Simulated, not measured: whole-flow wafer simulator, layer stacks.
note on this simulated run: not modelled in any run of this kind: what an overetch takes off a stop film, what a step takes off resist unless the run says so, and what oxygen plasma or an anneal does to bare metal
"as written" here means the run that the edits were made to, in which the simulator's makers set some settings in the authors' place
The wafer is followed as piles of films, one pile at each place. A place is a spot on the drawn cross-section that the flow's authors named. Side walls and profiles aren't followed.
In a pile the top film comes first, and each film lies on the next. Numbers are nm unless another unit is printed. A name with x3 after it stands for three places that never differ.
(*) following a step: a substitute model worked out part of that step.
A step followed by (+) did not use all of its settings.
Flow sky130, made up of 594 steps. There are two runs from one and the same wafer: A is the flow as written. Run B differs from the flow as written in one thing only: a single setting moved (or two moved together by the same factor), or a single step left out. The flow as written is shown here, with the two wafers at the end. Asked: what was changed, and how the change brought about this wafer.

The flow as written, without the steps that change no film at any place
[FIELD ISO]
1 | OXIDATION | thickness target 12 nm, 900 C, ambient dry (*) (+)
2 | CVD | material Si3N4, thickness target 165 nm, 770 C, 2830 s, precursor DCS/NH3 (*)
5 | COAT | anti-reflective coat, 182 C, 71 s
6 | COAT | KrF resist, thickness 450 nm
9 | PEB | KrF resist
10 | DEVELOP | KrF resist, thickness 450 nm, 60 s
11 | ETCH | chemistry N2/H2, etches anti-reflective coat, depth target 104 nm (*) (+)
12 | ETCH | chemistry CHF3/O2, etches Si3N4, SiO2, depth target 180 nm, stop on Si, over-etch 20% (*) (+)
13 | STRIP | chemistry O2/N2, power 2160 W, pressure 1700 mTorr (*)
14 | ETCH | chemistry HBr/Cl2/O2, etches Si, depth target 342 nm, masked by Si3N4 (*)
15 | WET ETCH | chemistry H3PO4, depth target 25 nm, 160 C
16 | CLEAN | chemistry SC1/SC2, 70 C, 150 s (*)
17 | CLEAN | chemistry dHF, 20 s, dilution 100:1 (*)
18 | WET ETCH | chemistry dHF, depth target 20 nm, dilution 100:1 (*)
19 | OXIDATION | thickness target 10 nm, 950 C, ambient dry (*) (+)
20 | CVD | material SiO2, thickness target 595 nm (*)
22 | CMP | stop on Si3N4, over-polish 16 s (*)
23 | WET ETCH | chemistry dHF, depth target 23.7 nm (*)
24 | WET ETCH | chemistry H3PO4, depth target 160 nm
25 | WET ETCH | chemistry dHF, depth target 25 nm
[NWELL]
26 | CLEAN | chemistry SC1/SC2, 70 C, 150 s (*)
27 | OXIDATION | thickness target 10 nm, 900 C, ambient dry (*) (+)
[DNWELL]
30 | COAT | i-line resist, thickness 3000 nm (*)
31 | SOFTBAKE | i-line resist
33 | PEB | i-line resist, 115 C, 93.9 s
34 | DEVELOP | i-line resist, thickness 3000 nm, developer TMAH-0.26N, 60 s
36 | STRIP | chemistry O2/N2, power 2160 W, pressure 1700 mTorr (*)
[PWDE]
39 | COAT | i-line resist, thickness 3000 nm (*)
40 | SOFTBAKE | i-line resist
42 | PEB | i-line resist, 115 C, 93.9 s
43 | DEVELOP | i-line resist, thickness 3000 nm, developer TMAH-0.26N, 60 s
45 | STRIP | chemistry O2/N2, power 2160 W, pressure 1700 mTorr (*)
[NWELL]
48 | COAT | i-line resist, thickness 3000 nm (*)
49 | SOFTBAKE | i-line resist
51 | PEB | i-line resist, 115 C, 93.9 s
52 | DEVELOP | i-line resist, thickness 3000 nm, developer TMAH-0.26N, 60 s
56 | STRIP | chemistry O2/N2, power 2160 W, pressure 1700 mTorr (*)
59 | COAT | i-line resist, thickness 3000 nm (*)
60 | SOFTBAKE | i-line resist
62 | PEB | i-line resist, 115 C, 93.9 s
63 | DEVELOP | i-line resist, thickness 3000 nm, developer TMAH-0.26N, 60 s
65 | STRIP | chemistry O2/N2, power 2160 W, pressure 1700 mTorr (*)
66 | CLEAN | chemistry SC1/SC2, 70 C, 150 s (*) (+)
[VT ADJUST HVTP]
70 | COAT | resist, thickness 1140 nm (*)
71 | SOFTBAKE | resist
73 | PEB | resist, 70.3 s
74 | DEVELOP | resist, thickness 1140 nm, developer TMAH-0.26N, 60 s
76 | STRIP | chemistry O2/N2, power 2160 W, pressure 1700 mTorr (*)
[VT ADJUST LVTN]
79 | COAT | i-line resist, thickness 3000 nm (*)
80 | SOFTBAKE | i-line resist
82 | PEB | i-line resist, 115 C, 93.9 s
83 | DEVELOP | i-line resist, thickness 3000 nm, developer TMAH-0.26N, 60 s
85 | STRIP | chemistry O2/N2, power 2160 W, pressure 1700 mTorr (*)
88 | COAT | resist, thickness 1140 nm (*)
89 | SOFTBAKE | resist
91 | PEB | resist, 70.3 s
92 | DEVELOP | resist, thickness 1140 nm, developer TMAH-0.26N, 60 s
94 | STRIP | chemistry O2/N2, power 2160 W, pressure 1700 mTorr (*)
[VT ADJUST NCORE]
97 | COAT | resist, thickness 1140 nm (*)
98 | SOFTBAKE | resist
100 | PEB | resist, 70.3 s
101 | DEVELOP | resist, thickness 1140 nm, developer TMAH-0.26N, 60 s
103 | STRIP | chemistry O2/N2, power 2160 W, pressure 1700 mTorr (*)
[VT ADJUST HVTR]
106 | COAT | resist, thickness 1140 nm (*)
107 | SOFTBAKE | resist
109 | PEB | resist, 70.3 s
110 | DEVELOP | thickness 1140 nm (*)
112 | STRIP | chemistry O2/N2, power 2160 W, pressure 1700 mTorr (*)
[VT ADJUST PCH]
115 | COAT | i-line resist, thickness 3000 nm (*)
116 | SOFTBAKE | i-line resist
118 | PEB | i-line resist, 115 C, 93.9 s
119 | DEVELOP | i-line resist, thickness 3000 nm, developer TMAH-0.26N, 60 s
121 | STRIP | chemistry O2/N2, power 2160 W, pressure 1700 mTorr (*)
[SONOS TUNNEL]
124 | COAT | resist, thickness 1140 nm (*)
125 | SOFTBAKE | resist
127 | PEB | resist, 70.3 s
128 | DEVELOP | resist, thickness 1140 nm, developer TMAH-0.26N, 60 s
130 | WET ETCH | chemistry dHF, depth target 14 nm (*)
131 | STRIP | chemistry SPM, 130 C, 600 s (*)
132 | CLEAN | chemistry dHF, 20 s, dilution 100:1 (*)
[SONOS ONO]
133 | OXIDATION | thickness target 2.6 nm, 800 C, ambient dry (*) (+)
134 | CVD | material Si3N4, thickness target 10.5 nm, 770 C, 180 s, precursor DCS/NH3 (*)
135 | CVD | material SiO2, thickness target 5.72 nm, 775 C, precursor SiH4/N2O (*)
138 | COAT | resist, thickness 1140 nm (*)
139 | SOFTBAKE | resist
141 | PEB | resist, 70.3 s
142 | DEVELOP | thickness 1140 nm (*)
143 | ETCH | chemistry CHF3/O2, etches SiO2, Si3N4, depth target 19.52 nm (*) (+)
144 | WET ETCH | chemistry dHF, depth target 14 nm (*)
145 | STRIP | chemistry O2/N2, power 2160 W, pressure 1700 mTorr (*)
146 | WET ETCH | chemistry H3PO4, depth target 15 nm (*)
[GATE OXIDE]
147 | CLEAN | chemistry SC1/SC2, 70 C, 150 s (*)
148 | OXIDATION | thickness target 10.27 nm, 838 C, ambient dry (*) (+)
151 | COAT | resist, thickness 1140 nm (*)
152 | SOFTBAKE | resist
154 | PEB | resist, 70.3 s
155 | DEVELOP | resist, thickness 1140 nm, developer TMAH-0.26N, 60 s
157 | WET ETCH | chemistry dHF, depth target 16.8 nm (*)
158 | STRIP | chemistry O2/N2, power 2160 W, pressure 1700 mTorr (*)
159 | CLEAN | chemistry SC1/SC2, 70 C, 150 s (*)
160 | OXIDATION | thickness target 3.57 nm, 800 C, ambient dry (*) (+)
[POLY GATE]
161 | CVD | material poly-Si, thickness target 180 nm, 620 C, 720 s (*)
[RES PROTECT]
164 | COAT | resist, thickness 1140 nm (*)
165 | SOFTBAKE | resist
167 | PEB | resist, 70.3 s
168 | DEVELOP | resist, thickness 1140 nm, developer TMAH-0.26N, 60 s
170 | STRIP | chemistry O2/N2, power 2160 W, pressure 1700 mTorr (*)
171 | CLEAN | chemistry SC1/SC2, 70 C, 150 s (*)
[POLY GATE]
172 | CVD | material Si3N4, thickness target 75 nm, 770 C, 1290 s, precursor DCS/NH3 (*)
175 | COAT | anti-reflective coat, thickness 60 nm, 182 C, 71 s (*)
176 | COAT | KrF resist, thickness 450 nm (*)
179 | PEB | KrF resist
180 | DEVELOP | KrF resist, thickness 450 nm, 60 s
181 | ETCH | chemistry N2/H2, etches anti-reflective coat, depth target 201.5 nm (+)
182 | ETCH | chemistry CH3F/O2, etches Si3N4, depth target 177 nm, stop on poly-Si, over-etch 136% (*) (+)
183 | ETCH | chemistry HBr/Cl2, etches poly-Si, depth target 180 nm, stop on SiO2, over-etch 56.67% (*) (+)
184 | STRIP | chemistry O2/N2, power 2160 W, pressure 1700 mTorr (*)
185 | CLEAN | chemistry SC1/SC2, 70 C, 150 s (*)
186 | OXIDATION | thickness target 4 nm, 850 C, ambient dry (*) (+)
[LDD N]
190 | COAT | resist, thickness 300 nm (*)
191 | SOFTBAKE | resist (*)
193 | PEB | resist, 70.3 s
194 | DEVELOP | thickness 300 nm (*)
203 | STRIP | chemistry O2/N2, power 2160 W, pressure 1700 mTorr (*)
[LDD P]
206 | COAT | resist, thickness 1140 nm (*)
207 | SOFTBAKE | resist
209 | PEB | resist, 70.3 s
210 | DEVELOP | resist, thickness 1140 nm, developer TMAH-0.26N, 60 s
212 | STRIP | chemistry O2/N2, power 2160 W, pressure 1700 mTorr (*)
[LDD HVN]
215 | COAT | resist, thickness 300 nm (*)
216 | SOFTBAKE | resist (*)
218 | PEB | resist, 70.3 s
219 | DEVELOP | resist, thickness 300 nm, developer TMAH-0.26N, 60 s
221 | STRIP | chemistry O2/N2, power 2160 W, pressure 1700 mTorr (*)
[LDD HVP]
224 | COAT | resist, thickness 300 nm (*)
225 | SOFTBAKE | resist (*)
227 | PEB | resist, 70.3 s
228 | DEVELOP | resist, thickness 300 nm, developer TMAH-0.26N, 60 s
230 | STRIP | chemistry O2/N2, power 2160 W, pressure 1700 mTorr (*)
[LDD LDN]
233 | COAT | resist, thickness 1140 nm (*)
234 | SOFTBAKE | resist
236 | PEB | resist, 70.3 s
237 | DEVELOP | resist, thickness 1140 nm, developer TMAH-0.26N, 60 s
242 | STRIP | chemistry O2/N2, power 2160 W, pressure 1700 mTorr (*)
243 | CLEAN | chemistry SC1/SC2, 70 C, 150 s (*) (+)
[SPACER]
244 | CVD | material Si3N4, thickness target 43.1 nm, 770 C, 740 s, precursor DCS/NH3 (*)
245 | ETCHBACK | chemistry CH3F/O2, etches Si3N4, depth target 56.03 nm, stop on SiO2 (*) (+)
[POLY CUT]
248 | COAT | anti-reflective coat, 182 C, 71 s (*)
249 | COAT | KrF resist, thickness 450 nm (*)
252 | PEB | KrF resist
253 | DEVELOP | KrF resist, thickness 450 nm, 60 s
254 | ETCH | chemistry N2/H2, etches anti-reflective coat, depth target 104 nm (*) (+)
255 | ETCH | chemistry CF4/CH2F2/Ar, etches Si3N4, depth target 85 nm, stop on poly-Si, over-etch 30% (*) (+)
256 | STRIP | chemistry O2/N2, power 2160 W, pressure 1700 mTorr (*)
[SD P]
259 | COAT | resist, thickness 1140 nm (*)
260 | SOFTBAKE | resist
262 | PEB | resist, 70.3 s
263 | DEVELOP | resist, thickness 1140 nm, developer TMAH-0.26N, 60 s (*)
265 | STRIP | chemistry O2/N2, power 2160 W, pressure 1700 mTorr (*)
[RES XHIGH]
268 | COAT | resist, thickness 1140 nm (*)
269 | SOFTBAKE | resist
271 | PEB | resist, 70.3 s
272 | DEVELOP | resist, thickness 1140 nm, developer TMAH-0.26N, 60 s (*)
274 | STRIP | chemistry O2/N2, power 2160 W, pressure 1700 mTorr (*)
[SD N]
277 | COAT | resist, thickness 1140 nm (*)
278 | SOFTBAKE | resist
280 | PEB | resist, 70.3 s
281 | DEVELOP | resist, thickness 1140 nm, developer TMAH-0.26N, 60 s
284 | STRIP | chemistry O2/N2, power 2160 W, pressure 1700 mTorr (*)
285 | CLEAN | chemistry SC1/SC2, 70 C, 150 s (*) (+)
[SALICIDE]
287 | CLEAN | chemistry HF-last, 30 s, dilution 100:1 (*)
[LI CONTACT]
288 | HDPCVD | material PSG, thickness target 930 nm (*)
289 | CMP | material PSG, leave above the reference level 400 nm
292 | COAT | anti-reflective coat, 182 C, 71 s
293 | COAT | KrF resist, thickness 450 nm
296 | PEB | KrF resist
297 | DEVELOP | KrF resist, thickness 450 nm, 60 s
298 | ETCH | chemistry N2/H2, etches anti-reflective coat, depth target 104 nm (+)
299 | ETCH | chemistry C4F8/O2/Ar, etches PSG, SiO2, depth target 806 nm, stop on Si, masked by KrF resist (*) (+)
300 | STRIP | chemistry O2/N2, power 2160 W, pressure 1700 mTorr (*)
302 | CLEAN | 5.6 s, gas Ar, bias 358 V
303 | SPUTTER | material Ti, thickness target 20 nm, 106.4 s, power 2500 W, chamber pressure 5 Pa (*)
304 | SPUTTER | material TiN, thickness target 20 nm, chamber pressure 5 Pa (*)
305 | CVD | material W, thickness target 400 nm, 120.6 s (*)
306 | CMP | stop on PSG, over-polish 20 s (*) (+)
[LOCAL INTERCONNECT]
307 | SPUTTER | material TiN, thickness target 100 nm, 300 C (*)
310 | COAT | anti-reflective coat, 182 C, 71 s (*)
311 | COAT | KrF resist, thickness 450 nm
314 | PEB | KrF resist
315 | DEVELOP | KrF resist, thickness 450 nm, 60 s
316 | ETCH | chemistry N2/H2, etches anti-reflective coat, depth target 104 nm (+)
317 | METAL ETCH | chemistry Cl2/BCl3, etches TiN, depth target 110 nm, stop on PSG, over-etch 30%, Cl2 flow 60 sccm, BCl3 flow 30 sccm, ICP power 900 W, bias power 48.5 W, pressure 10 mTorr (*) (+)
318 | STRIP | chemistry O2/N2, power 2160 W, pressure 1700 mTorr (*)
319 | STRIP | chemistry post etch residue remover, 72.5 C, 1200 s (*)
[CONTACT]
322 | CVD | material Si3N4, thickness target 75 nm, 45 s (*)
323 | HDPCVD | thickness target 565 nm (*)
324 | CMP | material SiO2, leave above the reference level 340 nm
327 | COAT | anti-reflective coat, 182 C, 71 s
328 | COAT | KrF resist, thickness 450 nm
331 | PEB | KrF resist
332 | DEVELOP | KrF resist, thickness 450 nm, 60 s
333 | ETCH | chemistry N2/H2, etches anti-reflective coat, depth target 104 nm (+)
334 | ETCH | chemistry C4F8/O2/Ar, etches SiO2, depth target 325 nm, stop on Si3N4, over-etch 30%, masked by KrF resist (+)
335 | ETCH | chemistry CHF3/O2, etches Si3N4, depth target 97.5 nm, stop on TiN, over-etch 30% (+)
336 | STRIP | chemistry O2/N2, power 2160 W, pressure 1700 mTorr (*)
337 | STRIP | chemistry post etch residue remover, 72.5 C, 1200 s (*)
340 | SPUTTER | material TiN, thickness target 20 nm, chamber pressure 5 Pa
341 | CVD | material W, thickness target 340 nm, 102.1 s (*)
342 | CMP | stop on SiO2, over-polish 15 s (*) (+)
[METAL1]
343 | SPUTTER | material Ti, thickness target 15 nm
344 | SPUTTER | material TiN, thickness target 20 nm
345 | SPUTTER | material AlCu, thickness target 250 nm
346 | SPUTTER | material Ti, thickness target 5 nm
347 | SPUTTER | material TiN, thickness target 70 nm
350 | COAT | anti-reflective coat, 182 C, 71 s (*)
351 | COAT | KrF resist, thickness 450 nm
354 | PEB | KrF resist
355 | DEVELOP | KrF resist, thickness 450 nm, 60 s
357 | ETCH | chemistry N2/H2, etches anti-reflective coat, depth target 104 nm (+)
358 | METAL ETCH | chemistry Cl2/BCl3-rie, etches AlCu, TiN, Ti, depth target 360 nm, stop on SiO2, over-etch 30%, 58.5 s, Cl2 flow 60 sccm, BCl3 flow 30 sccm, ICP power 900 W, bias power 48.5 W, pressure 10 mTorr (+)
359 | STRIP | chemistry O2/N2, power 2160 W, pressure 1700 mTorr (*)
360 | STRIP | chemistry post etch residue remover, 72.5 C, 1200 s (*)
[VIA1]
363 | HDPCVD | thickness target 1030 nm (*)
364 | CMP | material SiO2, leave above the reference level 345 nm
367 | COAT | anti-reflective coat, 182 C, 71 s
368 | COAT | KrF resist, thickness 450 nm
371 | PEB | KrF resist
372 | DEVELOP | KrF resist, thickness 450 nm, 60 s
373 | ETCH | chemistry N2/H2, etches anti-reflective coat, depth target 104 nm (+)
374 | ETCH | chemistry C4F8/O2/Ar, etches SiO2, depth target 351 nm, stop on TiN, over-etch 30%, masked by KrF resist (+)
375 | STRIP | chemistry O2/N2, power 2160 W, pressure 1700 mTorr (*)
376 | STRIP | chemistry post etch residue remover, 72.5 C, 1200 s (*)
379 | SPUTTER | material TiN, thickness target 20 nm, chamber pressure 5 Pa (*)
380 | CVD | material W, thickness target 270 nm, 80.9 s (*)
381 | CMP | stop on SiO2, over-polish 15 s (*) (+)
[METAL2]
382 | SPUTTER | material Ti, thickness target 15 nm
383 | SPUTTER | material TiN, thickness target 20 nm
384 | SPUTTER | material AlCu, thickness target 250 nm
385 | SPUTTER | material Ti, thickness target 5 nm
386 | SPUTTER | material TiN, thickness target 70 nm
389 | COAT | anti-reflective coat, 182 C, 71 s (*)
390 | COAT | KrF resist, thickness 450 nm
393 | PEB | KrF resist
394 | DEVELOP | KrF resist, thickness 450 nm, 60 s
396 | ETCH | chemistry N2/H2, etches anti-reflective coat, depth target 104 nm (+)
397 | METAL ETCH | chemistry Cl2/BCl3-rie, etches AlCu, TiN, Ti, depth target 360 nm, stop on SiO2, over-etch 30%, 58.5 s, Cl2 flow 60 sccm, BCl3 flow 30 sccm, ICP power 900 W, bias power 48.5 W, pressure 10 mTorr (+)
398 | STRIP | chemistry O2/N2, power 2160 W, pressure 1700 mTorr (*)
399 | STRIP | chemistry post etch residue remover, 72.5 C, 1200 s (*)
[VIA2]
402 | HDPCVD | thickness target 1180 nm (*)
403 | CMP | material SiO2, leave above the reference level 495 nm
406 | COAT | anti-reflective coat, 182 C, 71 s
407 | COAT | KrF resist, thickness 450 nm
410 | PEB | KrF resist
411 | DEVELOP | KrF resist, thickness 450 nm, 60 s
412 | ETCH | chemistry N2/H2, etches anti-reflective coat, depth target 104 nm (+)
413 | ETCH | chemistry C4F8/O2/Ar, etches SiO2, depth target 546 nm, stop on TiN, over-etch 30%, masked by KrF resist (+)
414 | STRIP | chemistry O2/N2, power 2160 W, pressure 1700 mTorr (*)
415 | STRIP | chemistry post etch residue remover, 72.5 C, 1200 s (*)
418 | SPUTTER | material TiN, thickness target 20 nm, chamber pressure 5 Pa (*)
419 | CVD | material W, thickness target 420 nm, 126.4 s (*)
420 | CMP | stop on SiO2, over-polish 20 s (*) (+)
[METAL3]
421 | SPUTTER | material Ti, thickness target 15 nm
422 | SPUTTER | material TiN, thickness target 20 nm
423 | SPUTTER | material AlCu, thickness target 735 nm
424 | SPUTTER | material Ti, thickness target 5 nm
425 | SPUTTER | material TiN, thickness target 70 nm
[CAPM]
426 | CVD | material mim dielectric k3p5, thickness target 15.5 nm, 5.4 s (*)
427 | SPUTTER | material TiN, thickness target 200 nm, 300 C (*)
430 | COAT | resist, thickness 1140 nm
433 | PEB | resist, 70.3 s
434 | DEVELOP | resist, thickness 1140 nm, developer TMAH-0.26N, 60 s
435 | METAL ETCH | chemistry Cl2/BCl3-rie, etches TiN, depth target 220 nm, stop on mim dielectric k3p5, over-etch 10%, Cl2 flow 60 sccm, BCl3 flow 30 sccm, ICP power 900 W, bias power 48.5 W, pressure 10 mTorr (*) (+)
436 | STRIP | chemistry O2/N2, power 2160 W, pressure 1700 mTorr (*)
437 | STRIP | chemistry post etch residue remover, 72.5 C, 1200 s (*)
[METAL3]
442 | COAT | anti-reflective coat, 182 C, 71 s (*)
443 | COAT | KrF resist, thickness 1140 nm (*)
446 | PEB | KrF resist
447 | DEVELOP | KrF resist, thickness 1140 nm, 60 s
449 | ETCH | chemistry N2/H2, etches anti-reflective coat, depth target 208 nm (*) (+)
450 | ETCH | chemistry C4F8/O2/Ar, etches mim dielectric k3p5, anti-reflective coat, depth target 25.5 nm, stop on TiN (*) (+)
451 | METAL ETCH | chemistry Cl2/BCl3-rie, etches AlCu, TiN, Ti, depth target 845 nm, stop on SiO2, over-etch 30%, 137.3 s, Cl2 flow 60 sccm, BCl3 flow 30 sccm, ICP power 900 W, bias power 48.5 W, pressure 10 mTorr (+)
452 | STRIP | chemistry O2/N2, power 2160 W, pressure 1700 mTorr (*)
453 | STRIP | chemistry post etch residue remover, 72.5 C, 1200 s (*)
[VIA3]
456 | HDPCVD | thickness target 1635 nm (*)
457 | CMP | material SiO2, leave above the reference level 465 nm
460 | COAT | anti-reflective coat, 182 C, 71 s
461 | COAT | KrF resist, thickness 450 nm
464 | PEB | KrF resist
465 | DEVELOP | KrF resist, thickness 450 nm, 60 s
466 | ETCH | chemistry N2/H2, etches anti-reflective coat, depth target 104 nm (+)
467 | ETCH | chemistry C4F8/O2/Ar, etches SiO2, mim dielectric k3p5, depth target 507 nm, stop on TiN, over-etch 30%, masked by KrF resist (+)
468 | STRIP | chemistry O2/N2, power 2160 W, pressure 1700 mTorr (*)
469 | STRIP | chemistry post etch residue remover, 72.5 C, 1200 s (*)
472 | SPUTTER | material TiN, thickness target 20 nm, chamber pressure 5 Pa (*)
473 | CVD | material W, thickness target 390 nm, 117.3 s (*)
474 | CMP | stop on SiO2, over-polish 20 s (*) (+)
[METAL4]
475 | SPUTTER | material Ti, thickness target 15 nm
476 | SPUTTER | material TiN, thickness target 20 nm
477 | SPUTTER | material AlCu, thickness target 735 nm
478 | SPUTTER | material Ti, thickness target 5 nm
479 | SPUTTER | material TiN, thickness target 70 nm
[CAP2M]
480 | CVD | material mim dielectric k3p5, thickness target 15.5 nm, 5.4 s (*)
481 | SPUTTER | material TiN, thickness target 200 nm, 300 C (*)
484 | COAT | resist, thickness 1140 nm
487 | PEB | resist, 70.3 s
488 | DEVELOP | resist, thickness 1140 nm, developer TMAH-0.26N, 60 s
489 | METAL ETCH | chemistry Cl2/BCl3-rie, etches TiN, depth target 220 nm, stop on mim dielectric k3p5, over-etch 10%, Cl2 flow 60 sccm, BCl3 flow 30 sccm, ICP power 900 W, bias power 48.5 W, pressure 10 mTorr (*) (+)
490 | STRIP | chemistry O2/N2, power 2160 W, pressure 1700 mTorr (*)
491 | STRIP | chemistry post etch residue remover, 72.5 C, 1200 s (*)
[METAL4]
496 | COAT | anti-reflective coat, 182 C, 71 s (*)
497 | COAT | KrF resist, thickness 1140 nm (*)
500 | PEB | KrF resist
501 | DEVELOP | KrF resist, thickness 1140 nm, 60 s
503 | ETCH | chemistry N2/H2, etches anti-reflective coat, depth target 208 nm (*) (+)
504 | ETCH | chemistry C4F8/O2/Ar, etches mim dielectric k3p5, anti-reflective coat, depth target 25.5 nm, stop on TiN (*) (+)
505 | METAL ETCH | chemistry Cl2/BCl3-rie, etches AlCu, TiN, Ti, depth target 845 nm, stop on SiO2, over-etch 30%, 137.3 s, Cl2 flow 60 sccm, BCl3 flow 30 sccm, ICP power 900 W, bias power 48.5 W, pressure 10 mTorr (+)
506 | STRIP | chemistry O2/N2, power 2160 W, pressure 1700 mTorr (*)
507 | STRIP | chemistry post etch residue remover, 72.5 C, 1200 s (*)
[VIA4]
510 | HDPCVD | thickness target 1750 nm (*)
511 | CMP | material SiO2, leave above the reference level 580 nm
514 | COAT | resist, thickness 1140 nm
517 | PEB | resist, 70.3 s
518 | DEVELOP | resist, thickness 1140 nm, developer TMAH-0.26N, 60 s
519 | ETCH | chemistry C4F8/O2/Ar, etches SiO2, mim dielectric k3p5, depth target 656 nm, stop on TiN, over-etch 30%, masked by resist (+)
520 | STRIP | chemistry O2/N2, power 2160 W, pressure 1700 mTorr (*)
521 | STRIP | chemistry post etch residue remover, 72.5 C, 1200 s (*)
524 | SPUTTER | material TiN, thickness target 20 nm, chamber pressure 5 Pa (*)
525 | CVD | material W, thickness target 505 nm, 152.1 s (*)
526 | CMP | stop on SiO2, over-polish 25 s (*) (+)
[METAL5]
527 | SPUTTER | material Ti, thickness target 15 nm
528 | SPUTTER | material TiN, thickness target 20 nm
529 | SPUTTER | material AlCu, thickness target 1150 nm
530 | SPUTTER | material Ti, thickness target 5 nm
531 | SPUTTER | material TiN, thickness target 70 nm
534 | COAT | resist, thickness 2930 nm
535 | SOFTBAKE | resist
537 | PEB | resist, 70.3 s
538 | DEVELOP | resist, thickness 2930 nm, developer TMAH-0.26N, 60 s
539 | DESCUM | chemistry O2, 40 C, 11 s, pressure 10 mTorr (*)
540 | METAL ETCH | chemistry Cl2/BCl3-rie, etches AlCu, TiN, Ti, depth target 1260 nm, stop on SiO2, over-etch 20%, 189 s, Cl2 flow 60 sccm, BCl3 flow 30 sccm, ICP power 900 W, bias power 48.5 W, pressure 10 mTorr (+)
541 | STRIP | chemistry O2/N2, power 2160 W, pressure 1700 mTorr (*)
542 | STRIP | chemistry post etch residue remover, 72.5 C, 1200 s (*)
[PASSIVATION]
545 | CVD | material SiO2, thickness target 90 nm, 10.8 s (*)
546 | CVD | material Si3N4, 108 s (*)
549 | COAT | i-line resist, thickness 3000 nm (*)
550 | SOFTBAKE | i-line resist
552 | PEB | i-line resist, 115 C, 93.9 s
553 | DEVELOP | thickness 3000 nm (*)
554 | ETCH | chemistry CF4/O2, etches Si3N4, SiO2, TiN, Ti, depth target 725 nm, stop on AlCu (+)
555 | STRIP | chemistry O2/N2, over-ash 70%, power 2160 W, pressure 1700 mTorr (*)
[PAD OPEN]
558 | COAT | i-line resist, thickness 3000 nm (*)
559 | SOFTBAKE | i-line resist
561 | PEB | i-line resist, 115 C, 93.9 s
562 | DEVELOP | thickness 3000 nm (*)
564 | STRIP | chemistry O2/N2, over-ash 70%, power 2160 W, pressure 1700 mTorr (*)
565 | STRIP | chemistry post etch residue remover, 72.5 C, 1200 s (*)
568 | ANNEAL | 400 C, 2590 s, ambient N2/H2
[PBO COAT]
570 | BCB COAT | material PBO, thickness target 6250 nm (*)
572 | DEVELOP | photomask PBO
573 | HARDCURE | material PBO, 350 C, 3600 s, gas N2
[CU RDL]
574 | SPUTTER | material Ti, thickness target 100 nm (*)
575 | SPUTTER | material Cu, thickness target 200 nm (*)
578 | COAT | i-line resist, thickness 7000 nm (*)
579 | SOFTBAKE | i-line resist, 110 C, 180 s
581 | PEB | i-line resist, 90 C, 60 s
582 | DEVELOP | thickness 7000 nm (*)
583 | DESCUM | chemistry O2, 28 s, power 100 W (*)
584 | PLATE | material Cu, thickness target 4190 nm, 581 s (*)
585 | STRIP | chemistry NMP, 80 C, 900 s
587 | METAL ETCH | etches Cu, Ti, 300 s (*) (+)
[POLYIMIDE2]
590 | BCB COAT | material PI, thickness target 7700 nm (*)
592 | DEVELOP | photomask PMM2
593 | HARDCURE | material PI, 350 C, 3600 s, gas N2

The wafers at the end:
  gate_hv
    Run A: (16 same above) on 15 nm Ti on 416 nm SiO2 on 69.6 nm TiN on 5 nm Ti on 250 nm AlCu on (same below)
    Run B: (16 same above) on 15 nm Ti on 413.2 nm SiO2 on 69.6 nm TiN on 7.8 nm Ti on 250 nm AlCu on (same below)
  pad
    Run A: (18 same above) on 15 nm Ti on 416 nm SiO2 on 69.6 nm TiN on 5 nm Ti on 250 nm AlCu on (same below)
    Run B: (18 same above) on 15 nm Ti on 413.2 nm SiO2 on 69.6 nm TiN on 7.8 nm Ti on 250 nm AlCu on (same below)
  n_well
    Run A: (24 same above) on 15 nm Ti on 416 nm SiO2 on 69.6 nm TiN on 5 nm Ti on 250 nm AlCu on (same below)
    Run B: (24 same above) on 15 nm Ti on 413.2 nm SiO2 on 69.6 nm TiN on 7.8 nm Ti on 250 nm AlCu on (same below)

The reason: step 385, SPUTTER: thickness target 7.8 nm was run, though the flow has thickness target 5 nm.
One can read it off the wafer: gate_hv has Ti 7.8, and step 385 as written asks for 5 nm.

How this came from the change, step by step:
  385 | SPUTTER | material Ti, thickness target 5 nm
      field, active, n_well and 188 more: A Ti gains 5 (new film) | B Ti gains 7.8 (new film)
  397 | METAL ETCH | chemistry Cl2/BCl3-rie, etches AlCu, TiN, Ti, depth target 360 nm, stop on SiO2, over-etch 30%, 58.5 s, Cl2 flow 60 sccm, BCl3 flow 30 sccm, ICP power 900 W, bias power 48.5 W, pressure 10 mTorr (+)
      field, active, gate and 82 more: A TiN loses 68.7 (all of it), Ti loses 5 (all of it), AlCu loses 250 (all of it), TiN loses 20 (all of it), Ti loses 15 (all of it), SiO2 loses 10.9 | B TiN loses 68.7 (all of it), Ti loses 7.8 (all of it), AlCu loses 250 (all of it), TiN loses 20 (all of it), Ti loses 15 (all of it), SiO2 loses 10.7
